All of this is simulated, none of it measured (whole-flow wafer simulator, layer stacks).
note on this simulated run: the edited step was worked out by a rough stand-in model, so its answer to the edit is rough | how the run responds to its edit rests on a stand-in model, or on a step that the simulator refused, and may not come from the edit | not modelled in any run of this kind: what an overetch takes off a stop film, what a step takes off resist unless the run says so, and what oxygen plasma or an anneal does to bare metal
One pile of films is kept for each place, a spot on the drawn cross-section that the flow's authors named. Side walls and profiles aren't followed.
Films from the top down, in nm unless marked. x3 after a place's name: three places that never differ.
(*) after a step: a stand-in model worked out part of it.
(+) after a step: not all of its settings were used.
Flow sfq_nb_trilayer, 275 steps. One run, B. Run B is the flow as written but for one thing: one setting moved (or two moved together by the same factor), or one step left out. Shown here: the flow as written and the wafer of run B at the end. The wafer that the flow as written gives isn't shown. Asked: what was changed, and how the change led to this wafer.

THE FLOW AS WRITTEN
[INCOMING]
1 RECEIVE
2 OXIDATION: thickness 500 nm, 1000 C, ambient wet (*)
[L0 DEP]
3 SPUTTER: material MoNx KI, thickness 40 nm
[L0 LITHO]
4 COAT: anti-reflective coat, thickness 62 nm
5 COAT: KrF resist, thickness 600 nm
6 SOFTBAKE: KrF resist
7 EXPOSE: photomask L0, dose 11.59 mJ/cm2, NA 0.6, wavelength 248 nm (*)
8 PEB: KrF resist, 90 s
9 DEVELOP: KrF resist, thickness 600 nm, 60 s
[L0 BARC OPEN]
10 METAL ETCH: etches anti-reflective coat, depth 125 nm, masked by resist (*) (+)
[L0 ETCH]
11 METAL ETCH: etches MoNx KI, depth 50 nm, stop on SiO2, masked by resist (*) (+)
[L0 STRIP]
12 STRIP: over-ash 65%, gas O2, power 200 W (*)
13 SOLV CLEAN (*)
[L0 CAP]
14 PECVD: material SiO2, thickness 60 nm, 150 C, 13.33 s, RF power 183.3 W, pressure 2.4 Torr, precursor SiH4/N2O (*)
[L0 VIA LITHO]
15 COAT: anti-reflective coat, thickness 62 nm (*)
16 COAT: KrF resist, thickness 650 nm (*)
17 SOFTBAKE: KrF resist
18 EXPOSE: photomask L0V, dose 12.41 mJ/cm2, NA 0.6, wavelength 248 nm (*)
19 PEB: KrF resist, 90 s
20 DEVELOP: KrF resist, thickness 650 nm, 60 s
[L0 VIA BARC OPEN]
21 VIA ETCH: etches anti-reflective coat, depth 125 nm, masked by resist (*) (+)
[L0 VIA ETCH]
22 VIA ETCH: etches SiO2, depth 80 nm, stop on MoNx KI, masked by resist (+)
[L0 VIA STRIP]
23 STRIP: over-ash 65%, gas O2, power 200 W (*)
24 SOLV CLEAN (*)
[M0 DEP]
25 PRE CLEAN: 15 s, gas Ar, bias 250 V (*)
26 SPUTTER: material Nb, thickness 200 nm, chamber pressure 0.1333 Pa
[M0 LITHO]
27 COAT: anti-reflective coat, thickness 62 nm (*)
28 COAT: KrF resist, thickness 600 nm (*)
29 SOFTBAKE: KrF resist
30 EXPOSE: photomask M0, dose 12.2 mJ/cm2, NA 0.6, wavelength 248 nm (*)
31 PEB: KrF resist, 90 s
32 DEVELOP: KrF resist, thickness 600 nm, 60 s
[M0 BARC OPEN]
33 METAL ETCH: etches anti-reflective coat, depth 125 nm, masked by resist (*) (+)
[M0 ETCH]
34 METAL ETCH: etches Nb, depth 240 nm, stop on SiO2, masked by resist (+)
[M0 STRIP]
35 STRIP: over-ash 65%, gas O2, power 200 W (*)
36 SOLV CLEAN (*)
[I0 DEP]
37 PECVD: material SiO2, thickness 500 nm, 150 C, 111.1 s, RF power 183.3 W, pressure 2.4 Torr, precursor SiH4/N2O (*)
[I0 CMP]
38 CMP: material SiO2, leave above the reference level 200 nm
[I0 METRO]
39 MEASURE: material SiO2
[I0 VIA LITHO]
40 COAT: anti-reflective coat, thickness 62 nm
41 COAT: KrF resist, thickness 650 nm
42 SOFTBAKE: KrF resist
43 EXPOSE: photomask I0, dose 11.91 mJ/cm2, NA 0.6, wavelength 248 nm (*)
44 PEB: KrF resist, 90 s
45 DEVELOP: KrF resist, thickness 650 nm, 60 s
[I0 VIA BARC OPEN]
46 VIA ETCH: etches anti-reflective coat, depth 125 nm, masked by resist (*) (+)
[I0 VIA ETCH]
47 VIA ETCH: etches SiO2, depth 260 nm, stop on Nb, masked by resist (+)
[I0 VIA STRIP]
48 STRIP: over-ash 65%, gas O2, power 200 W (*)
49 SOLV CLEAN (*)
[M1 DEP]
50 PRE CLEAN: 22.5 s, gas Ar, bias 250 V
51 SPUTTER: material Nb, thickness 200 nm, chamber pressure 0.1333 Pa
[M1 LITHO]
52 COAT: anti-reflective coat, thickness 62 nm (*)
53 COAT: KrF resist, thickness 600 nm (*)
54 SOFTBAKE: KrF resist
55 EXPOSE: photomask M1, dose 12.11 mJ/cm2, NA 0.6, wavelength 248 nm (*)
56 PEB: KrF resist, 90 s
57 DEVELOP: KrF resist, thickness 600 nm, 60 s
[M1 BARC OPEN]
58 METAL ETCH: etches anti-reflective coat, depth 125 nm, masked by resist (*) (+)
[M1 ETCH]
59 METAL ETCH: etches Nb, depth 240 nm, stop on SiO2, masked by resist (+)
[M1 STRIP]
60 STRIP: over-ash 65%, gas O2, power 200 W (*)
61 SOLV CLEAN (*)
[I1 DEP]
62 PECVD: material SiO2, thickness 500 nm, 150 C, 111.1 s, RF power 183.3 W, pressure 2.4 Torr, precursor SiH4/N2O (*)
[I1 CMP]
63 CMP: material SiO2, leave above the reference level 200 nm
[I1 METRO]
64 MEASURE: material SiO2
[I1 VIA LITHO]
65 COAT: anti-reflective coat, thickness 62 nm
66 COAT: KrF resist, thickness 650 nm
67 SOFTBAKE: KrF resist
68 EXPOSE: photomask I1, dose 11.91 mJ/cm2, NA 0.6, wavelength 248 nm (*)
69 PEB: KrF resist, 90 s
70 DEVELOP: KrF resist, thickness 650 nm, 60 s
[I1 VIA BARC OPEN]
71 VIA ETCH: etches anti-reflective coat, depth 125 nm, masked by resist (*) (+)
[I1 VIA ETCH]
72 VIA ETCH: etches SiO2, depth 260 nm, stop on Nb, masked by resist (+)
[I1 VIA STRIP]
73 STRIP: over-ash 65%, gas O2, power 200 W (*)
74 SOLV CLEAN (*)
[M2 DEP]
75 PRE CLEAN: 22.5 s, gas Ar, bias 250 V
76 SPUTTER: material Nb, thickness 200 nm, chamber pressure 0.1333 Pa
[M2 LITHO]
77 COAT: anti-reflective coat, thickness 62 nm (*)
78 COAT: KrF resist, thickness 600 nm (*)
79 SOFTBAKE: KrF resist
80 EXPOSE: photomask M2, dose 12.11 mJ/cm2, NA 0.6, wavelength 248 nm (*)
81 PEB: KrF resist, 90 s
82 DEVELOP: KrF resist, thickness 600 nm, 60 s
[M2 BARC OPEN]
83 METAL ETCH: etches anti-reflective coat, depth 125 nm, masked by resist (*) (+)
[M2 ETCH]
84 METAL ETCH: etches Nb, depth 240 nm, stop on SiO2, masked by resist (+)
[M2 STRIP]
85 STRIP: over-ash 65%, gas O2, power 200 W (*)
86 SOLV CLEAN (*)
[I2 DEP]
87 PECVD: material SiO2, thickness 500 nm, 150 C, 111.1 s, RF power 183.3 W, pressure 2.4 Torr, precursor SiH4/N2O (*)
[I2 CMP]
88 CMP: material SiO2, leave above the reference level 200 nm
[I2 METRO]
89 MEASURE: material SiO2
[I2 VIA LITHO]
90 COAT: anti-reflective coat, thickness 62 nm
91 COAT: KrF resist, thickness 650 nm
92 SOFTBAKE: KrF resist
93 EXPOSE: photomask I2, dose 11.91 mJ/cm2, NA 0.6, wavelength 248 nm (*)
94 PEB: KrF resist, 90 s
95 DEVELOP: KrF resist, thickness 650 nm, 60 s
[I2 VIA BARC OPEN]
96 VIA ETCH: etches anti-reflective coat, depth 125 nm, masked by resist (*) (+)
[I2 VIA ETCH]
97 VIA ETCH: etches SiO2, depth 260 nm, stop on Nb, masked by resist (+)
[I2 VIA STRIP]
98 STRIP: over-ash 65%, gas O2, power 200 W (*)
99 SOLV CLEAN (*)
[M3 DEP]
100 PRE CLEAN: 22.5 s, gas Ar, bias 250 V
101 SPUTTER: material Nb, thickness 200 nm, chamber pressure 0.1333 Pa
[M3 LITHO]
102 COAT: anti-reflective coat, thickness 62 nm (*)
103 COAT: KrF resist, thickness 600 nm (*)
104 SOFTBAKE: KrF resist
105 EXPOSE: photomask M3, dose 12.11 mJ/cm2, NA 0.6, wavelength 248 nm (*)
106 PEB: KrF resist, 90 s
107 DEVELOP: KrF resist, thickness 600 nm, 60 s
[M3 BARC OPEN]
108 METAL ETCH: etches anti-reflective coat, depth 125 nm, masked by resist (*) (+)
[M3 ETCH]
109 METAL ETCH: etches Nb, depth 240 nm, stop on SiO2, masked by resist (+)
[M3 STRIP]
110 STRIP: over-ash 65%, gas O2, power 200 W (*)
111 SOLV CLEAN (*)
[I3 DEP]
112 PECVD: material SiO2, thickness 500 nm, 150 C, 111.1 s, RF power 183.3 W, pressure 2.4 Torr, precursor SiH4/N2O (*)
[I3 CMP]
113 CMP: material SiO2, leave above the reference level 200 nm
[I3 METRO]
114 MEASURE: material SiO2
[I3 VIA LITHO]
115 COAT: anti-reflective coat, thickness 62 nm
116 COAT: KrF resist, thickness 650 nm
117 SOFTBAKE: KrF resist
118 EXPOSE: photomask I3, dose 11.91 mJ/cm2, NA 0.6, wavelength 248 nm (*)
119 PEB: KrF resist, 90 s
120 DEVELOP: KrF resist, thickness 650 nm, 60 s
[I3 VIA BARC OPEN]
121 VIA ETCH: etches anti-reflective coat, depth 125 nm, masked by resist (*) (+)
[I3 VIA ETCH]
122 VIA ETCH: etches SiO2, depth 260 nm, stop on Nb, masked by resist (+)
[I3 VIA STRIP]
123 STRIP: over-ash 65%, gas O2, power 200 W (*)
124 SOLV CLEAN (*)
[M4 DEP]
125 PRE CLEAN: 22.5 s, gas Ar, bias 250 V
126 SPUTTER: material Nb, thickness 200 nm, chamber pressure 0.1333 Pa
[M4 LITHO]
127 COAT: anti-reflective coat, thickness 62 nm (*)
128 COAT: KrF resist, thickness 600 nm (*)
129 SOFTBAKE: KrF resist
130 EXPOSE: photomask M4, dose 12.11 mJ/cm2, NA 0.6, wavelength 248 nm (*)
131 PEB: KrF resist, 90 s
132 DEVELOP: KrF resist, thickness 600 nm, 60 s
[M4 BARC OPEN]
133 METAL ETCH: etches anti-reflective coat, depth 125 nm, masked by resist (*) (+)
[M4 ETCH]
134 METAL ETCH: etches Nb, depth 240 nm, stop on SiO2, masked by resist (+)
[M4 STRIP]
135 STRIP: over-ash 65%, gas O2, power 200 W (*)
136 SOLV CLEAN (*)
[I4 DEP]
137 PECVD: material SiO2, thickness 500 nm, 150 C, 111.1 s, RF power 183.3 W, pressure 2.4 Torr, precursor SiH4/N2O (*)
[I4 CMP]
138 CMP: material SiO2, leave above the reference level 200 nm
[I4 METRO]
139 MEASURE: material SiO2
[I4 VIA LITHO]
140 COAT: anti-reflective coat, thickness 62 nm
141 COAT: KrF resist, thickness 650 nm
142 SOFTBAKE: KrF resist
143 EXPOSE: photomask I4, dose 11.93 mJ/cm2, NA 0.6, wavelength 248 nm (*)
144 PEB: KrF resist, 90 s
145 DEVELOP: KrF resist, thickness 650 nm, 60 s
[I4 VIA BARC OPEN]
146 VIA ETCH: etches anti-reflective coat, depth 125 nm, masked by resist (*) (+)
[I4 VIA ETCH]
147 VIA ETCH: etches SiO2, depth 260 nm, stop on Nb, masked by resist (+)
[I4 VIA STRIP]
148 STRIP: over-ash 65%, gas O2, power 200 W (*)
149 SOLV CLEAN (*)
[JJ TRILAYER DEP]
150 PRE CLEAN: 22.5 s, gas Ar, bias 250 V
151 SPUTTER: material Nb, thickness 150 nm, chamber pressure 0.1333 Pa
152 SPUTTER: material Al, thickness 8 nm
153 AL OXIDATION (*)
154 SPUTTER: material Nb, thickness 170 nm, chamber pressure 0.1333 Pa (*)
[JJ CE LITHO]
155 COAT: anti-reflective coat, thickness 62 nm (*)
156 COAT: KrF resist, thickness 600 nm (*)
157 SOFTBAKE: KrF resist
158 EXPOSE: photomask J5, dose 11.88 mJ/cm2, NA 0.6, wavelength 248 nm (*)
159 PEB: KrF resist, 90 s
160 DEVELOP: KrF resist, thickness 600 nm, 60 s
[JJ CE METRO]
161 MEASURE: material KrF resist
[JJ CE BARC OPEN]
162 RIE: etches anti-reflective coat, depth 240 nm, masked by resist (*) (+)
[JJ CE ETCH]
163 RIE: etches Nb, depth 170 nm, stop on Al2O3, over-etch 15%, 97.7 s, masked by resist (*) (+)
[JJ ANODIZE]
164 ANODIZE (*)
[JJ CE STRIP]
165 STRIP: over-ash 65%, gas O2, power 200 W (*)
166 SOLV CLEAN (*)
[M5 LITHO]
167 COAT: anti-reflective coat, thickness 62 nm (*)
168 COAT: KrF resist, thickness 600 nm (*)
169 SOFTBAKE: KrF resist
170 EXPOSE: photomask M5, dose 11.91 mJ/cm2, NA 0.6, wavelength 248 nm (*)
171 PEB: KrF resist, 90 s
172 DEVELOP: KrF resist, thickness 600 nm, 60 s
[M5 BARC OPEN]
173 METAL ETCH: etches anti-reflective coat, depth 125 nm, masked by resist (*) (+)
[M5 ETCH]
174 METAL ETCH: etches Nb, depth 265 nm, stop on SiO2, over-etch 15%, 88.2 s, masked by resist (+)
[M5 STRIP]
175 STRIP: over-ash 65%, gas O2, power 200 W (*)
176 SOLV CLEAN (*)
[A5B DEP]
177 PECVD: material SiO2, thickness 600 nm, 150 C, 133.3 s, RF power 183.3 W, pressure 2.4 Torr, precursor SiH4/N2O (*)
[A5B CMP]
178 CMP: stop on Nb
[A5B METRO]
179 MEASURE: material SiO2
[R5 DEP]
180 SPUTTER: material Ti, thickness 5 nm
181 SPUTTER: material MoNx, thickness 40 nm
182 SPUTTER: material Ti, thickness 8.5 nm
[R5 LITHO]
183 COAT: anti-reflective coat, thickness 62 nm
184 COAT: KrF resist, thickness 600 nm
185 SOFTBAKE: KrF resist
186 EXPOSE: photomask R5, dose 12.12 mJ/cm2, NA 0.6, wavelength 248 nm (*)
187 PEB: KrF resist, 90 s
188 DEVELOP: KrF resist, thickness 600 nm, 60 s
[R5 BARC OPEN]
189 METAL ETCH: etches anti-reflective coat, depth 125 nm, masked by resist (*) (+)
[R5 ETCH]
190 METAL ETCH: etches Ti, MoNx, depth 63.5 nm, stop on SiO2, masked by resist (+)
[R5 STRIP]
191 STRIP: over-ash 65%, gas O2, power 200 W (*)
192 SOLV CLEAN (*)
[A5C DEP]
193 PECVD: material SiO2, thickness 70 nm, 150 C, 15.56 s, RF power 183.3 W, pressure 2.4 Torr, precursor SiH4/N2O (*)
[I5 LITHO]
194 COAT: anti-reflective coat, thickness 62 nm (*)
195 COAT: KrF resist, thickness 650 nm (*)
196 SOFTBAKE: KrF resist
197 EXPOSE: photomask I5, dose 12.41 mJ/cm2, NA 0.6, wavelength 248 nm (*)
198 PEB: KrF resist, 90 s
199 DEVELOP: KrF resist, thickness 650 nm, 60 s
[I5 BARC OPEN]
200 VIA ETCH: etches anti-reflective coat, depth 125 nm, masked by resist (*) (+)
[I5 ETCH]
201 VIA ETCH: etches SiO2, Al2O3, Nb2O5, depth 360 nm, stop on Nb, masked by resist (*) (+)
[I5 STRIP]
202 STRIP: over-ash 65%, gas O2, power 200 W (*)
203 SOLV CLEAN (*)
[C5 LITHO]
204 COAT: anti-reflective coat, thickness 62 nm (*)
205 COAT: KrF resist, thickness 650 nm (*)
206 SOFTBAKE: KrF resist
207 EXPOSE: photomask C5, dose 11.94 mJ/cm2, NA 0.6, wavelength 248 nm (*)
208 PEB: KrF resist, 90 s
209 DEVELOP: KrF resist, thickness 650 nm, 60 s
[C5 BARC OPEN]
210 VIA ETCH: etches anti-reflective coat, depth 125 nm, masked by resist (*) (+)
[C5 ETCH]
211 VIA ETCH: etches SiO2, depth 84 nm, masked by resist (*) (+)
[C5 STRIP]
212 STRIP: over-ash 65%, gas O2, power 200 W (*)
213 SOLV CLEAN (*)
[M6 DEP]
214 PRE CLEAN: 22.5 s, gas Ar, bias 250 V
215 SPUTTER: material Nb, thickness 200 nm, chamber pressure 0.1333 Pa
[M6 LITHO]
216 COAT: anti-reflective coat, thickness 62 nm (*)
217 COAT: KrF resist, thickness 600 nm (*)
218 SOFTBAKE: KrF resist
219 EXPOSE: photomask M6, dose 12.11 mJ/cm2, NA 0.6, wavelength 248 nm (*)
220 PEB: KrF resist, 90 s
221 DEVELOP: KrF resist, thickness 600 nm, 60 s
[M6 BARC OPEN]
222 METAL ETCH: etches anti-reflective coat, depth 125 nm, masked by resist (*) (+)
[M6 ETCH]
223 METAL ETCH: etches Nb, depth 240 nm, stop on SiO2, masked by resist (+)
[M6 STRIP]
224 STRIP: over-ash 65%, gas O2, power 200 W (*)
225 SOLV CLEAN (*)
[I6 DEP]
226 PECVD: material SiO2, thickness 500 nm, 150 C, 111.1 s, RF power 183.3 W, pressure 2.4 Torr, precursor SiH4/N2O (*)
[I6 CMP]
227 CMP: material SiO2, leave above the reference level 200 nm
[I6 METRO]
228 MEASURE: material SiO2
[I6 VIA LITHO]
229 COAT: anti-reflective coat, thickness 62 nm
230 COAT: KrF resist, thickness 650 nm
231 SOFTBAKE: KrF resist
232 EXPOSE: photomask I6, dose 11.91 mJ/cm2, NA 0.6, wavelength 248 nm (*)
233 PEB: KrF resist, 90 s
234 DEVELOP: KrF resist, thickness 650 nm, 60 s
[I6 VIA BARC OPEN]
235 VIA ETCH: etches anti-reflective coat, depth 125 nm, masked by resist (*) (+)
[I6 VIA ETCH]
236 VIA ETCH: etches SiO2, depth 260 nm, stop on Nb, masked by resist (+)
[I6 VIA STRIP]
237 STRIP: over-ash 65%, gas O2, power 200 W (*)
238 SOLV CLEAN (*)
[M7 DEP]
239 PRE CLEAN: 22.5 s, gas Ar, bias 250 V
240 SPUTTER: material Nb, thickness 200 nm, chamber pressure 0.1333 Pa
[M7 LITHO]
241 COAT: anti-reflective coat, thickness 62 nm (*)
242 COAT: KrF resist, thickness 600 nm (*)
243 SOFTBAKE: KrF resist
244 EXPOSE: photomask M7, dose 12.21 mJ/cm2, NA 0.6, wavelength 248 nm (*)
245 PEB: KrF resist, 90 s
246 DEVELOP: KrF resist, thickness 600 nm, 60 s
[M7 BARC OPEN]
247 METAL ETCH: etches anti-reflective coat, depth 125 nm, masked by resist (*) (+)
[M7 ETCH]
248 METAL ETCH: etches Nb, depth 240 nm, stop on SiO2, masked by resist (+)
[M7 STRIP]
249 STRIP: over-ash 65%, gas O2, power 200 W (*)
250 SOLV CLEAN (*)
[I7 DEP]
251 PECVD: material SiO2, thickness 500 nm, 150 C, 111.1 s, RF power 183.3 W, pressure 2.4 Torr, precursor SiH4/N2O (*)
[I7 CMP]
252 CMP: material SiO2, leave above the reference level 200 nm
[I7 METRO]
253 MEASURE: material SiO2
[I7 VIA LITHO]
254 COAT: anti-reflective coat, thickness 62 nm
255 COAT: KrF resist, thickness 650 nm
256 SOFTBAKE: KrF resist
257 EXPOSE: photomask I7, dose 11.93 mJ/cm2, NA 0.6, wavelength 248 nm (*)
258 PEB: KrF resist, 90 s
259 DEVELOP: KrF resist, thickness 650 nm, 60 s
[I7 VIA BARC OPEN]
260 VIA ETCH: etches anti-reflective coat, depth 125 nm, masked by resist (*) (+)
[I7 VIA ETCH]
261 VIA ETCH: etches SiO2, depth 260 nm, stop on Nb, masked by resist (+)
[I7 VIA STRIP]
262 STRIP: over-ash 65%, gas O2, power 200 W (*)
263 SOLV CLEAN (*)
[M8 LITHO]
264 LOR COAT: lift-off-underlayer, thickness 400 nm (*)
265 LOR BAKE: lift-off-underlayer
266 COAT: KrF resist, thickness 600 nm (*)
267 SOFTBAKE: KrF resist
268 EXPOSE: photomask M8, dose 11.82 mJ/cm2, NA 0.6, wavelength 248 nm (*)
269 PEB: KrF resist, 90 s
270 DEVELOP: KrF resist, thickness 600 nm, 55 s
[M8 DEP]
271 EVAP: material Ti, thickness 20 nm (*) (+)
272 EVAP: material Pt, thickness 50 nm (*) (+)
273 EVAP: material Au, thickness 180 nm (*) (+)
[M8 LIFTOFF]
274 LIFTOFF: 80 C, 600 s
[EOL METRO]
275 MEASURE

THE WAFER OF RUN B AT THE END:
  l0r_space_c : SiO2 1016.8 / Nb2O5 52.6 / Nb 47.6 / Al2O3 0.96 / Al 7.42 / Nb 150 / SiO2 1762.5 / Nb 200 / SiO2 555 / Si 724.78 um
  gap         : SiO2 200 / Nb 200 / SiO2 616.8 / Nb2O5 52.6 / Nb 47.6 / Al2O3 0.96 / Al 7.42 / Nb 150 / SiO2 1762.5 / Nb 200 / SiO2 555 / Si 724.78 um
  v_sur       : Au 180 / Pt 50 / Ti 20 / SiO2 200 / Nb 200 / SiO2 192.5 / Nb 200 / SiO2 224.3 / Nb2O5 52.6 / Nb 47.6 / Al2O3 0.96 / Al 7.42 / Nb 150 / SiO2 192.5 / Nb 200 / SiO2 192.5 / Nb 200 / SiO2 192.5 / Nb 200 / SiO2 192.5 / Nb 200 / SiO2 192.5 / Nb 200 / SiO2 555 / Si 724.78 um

The cause: step 154, SPUTTER: thickness 262 nm was run, where the flow has thickness 170 nm.

How the change led to this, step by step:
  154 SPUTTER: material Nb, thickness 170 nm, chamber pressure 0.1333 Pa (*)
      field_l, v_sur, via_sp and 100 more: Nb +262 (new film) (as written it would be: Nb +170 (new film))
      via_wl, via_wr: Nb +217.7 (new film) (as written it would be: Nb +140.7 (new film))
      (and at 1 more place)
  155 COAT: anti-reflective coat, thickness 62 nm (*)
      via_wl, via_wr: anti-reflective coat +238 (new film) (as written it would be: anti-reflective coat +209.4 (new film))
      via_w: anti-reflective coat +107 (new film) (as written it would be: anti-reflective coat +97.4 (new film))
  156 COAT: KrF resist, thickness 600 nm (*)
      via_wl: KrF resist +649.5 (new film) (as written it would be: KrF resist +663 (new film))
      via_wr: KrF resist +649.7 (new film) (as written it would be: KrF resist +663.2 (new film))
  160 DEVELOP: KrF resist, thickness 600 nm, 60 s
      via_wl: KrF resist -648.2 (all of it) (as written it would be: KrF resist -661.6 (all of it))
      via_wr: KrF resist -648.3 (all of it) (as written it would be: KrF resist -661.8 (all of it))
  162 RIE: etches anti-reflective coat, depth 240 nm, masked by resist (*) (+)
      ce_l, c5j, ce_r, wl_jj: KrF resist -238 (as written it would be: KrF resist -209.4)
      via_wl, via_wr: anti-reflective coat -238 (all of it) (as written it would be: anti-reflective coat -209.4 (all of it))
      (and at 1 more place)
  163 RIE: etches Nb, depth 170 nm, stop on Al2O3, over-etch 15%, 97.7 s, masked by resist (*) (+)
      field_l, v_sur, via_sp and 96 more: Nb -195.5 (as written it would be: Nb -170 (all of it), Al2O3 -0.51)
      via_wl, via_wr: Nb -195.5 (as written it would be: Nb -140.7 (all of it), Al2O3 -0.96 (all of it))
      (and at 1 more place)
  164 ANODIZE (*)
      field_l, v_sur, via_sp and 96 more: Nb2O5 +52.6 (new film), Nb -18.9 (as written it would be: Al2O3 +12.2, Nb2O5 +29.9 (new film), Al -7.42 (all of it), Nb -10.8)
      via_wl, via_wr: Nb2O5 +52.6 (new film), Nb -18.9 (as written it would be: Al2O3 +7.52 (new film), Nb2O5 +39.2 (new film), Al -4.56 (all of it), Nb -14.1)
      (and at 1 more place)
  165 STRIP: over-ash 65%, gas O2, power 200 W (*)
      ce_l: KrF resist -238.1 (all of it), anti-reflective coat -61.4 (all of it) (as written it would be: KrF resist -266.8 (all of it), anti-reflective coat -61.4 (all of it))
      c5j: KrF resist -238.2 (all of it), anti-reflective coat -61.5 (all of it) (as written it would be: KrF resist -266.9 (all of it), anti-reflective coat -61.5 (all of it))
      (and at 2 more places)
  167 COAT: anti-reflective coat, thickness 62 nm (*)
      wl_j_sl, wl_j_sr: anti-reflective coat +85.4 (new film) (as written it would be: anti-reflective coat +83.3 (new film))
      via_wl: anti-reflective coat +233 (new film) (as written it would be: anti-reflective coat +170.5 (new film))
      (and at 8 more places)
  168 COAT: KrF resist, thickness 600 nm (*)
      via_wl: KrF resist +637 (new film) (as written it would be: KrF resist +656 (new film))
      via_w: KrF resist +754.8 (new film) (as written it would be: KrF resist +732.6 (new film))
      (and at 1 more place)
  174 METAL ETCH: etches Nb, depth 265 nm, stop on SiO2, over-etch 15%, 88.2 s, masked by resist (+)
      field_l, r_sur, res and 50 more: Nb2O5 -52.6 (all of it), Nb -47.6 (all of it), Al2O3 -0.96 (all of it), Al -7.42 (all of it), Nb -150 (all of it) (as written it would be: Al2O3 -12.6 (all of it), Nb2O5 -29.9 (all of it), Nb -139.2 (all of it), SiO2 -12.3)
  175 STRIP: over-ash 65%, gas O2, power 200 W (*)
      via_wl: KrF resist -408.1 (all of it), anti-reflective coat -233 (all of it) (as written it would be: KrF resist -427 (all of it), anti-reflective coat -170.5 (all of it))
      via_w: KrF resist -525.6 (all of it), anti-reflective coat -100.9 (all of it) (as written it would be: KrF resist -503.5 (all of it), anti-reflective coat -84.1 (all of it))
      (and at 9 more places)
  177 PECVD: material SiO2, thickness 600 nm, 150 C, 133.3 s, RF power 183.3 W, pressure 2.4 Torr, precursor SiH4/N2O (*)
      via_wl, via_wr: SiO2 +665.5 (new film) (as written it would be: SiO2 +600 (new film))
      via_w: SiO2 +663 (new film) (as written it would be: SiO2 +600 (new film))
  178 CMP: stop on Nb
      v_sur, via_sp, via_v and 43 more: SiO2 -438.2 (as written it would be: SiO2 -453.5)
      field_l, p4_fl, p4_fm and 39 more: SiO2 -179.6 (as written it would be: SiO2 -259.3)
      (and at 11 more places)
  201 VIA ETCH: etches SiO2, Al2O3, Nb2O5, depth 360 nm, stop on Nb, masked by resist (*) (+)
      be: SiO2 -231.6 (all of it), Nb2O5 -52.6 (all of it) (as written it would be: SiO2 -216.4 (all of it), Al2O3 -12.7 (all of it), Nb2O5 -29.9 (all of it))
  204 COAT: anti-reflective coat, thickness 62 nm (*)
      be: anti-reflective coat +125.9 (new film) (as written it would be: anti-reflective coat +122.2 (new film))
  ... 6 more steps ...
  226 PECVD: material SiO2, thickness 500 nm, 150 C, 111.1 s, RF power 183.3 W, pressure 2.4 Torr, precursor SiH4/N2O (*)
      be: SiO2 +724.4 (new film) (as written it would be: SiO2 +693.5 (new film))
Counting metal films that touch as one body, l0r_space_c has 3 bodies (between them, from the top down: Al2O3 0.96; SiO2 1762.5); the flow as written gives 2 bodies (between them, from the top down: SiO2 1762.5).
Counting metal films that touch as one body, gap has 4 bodies (between them, from the top down: SiO2 616.8 / Nb2O5 52.6; Al2O3 0.96; SiO2 1762.5); the flow as written gives 3 bodies (between them, from the top down: SiO2 601.5 / Al2O3 12.7 / Nb2O5 29.9; SiO2 1762.5).
Counting metal films that touch as one body, v_sur has 10 bodies (between them, from the top down: SiO2 200; SiO2 192.5; SiO2 224.3 / Nb2O5 52.6; Al2O3 0.96; SiO2 192.5; SiO2 192.5; SiO2 192.5; SiO2 192.5; SiO2 192.5); the flow as written gives 9 bodies (between them, from the top down: SiO2 200; SiO2 192.5; SiO2 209 / Al2O3 12.7 / Nb2O5 29.9; SiO2 192.5; SiO2 192.5; SiO2 192.5; SiO2 192.5; SiO2 192.5).
